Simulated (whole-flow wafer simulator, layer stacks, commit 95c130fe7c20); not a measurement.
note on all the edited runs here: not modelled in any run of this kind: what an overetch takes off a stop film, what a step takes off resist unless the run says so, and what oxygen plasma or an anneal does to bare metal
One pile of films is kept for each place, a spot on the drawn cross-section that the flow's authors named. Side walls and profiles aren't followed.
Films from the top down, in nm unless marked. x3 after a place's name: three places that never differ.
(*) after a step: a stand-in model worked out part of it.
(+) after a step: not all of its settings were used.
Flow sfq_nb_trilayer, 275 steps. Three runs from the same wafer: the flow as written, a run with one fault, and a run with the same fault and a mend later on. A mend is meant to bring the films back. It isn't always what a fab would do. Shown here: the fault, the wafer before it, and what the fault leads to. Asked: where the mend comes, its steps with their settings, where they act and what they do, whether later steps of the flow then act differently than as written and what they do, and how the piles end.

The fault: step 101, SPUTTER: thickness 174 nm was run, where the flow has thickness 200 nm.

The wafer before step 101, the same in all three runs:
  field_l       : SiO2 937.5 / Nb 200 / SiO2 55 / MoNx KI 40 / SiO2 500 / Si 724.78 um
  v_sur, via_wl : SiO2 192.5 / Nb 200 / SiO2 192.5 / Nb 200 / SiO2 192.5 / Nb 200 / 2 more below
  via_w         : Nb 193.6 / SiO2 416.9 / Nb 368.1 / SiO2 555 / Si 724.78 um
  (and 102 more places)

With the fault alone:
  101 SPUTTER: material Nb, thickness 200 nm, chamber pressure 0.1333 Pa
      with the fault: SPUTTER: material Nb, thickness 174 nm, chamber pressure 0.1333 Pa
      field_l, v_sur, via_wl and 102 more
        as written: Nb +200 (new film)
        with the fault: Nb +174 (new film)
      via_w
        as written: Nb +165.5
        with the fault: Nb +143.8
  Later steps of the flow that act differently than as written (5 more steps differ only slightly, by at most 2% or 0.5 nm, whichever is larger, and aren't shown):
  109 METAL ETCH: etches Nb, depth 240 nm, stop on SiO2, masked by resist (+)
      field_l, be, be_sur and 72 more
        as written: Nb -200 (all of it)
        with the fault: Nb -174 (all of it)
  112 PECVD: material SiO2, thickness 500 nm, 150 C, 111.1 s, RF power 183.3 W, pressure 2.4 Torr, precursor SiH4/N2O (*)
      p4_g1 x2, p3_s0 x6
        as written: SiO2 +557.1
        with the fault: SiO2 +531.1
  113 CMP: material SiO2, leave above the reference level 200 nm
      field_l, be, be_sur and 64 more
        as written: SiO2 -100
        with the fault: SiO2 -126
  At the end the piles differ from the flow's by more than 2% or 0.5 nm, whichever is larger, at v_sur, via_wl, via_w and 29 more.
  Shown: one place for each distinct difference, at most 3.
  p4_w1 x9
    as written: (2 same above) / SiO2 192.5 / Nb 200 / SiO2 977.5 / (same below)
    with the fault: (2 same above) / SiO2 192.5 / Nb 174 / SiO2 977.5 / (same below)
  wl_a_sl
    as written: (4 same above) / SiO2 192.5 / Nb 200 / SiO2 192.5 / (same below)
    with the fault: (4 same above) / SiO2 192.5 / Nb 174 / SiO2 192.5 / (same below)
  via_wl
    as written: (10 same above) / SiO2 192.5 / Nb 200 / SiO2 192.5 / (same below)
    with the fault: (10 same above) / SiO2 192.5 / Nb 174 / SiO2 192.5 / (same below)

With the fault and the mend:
  The mend comes after step 107.
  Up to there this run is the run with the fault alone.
  107a STRIP: over-ash 65%, gas O2, power 200 W (*)
      p4_fl x3, p4_g1 x2, p3_s0 x6 and 42 more
        anti-reflective coat -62 (all of it)
      p4_w1 x9, wl_j_sl, wl_jj and 13 more
        KrF resist -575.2 (all of it), anti-reflective coat -62 (all of it)
      r_sur, res, r_end and 9 more
        anti-reflective coat -61.8 (all of it)
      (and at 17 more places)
  107b SPUTTER: material Nb, thickness 26 nm, chamber pressure 0.1333 Pa (the flow's step 101 once more, with other settings)
      field_l, v_sur, via_wl and 102 more
        Nb +26
      via_w
        Nb +19.7
  107c COAT: anti-reflective coat, thickness 62 nm (*) (the flow's step 102 once more)
      p4_fl x3, p4_w1 x9, p4_g1 x2 and 63 more
        anti-reflective coat +62 (new film)
      r_sur, res, r_end and 9 more
        anti-reflective coat +61.8 (new film)
      jj_sur, ce_l, c5j, ce_r, sp_r, be_r
        anti-reflective coat +61.7 (new film)
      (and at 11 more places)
  107d COAT: KrF resist, thickness 600 nm (*) (the flow's step 103 once more)
      p4_fl x3, p4_w1 x9, p4_g1 x2 and 63 more
        KrF resist +600 (new film)
      r_end, moat, field_r, lsp_l, l0_sur
        KrF resist +599.4 (new film)
      be_r, r_sur, res, l0v
        KrF resist +599.3 (new film)
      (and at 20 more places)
  107e SOFTBAKE: KrF resist (the flow's step 104 once more)
      changes no film at any place that is followed
  107f EXPOSE: photomask M3, dose 12.11 mJ/cm2, NA 0.6, wavelength 248 nm (*) (the flow's step 105 once more)
      changes no film at any place that is followed
  107g PEB: KrF resist, 90 s (the flow's step 106 once more)
      wire, be, be_sur and 96 more
        KrF resist -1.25
      field_l, via_v
        KrF resist -1.24
      via_wl, via_wr
        KrF resist -1.26
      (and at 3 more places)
  107h DEVELOP: KrF resist, thickness 600 nm, 60 s (the flow's step 107 once more)
      p4_fl x3, p4_g1 x2, p3_s0 x6 and 42 more
        KrF resist -598.7 (all of it)
      v_sur, via_wl, via_w and 28 more
        KrF resist -23.5
      field_r, lsp_l, ln_m5, lsp_m, ln_m6, lsp_r, l0_sur
        KrF resist -598.2 (all of it)
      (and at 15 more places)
  No later step of the flow acts differently than as written, at any place that is followed, by more than 2% or 0.5 nm, whichever is larger.
  At the end the piles differ from the flow's only slightly at the places that both follow, by at most 2% or 0.5 nm, whichever is larger.
